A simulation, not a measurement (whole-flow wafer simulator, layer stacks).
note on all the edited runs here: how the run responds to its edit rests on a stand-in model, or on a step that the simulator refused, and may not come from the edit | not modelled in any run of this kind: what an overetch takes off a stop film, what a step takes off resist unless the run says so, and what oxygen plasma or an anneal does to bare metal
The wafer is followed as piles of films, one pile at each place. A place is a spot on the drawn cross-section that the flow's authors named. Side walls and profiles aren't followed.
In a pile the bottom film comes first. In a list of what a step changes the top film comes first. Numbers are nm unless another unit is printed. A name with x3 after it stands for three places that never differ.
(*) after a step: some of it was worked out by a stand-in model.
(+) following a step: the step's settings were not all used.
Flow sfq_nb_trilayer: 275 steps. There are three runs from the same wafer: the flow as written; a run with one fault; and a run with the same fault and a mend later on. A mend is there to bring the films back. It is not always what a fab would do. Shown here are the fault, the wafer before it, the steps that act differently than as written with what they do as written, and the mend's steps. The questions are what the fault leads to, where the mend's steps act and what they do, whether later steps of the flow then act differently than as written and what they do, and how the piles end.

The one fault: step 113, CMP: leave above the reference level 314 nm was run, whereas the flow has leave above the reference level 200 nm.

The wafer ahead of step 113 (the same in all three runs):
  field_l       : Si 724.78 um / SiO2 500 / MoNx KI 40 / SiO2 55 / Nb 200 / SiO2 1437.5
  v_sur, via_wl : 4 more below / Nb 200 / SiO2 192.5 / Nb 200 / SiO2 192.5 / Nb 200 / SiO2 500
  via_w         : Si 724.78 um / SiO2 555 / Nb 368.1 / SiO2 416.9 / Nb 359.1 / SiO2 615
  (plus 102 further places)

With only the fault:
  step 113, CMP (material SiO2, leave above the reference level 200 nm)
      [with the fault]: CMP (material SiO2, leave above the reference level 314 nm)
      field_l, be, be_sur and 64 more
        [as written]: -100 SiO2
        [with the fault]: nothing
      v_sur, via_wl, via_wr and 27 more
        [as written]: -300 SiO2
        [with the fault]: -186 SiO2
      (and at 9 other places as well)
  Later steps of the flow acting differently than as written (6 other steps are not shown; they differ only slightly, by no more than 2% or 0.5 nm, whichever is larger):
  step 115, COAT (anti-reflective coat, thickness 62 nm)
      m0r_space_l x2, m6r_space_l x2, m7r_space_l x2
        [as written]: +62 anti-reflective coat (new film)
        [with the fault]: +64 anti-reflective coat (new film)
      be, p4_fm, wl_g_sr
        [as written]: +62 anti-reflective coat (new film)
        [with the fault]: +63.9 anti-reflective coat (new film)
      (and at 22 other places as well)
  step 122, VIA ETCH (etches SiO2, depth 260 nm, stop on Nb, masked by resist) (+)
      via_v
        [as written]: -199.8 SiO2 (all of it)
        [with the fault]: -260 SiO2
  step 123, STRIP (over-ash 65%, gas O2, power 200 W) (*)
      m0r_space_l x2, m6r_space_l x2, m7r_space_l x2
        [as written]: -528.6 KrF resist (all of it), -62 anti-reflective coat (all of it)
        [with the fault]: -530.9 KrF resist (all of it), -64 anti-reflective coat (all of it)
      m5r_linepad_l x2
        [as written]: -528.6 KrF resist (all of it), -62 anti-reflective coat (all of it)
        [with the fault]: -526.6 KrF resist (all of it), -68.4 anti-reflective coat (all of it)
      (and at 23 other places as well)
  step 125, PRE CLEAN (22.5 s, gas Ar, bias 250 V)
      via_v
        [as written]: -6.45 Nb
        [with the fault]: -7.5 SiO2
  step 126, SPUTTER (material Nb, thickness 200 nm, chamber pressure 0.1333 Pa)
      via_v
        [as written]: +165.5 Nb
        [with the fault]: +152.6 Nb (new film)
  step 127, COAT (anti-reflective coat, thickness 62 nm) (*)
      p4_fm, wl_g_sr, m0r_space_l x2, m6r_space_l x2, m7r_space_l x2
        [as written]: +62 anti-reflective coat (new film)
        [with the fault]: +63.8 anti-reflective coat (new film)
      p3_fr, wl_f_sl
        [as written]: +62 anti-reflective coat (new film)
        [with the fault]: +64.3 anti-reflective coat (new film)
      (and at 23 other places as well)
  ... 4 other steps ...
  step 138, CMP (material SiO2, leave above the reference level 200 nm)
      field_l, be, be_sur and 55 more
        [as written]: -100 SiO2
        [with the fault]: -86 SiO2
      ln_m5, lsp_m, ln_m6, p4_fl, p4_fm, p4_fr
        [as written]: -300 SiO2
        [with the fault]: -286 SiO2
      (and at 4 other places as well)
  The piles end different from the flow's at field_l, v_sur, via_wl and 103 more by more than 2% or 0.5 nm, whichever is larger.
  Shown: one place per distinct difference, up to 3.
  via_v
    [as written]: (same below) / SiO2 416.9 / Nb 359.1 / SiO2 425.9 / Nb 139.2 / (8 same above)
    [with the fault]: (same below) / SiO2 416.9 / Nb 200 / SiO2 46.3 / Nb 152.6 / SiO2 500.1 / Nb 139.2 / (8 same above)
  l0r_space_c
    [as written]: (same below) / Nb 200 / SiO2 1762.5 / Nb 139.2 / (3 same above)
    [with the fault]: (same below) / Nb 200 / SiO2 1876.5 / Nb 139.2 / (3 same above)
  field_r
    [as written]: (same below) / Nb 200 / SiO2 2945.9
    [with the fault]: (same below) / Nb 200 / SiO2 3059.9

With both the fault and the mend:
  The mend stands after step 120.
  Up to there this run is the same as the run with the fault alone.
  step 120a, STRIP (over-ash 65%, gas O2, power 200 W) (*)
      res, r_end, moat, field_r, lsp_l, ln_m5, lsp_m, ln_m6
        -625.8 KrF resist (all of it), -62.1 anti-reflective coat (all of it)
      m0r_line_l x2, m6r_line_l x2, m7r_line_l x2
        -627.5 KrF resist (all of it), -62.4 anti-reflective coat (all of it)
      m0r_space_l x2, m6r_space_l x2, m7r_space_l x2
        -626.5 KrF resist (all of it), -64 anti-reflective coat (all of it)
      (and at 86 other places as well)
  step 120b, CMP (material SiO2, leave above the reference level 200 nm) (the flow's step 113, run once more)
      field_l, be, be_sur and 64 more
        -100 SiO2
      v_sur, via_wl, via_w and 36 more
        -114 SiO2
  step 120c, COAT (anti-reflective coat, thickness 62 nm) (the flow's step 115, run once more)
      field_l, v_sur, via_wl and 103 more
        +62 anti-reflective coat (new film)
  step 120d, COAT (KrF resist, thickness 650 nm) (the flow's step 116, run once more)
      field_l, v_sur, via_wl and 103 more
        +650 KrF resist (new film)
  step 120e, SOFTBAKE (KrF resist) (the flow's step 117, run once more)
      leaves every film unchanged at each place that is followed
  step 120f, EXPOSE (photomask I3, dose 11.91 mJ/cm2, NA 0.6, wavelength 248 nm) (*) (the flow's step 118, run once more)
      leaves every film unchanged at each place that is followed
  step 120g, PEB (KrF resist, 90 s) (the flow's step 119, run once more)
      field_l, v_sur, via_wl and 103 more
        -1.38 KrF resist
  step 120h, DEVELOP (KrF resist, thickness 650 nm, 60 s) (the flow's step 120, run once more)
      field_l, v_sur, via_wl and 102 more
        -23.5 KrF resist
      via_v
        -648.6 KrF resist (all of it)
  Later steps of the flow that are run all act as written at every place that is followed.
  At every place that both follow, the piles at the end match the flow's.
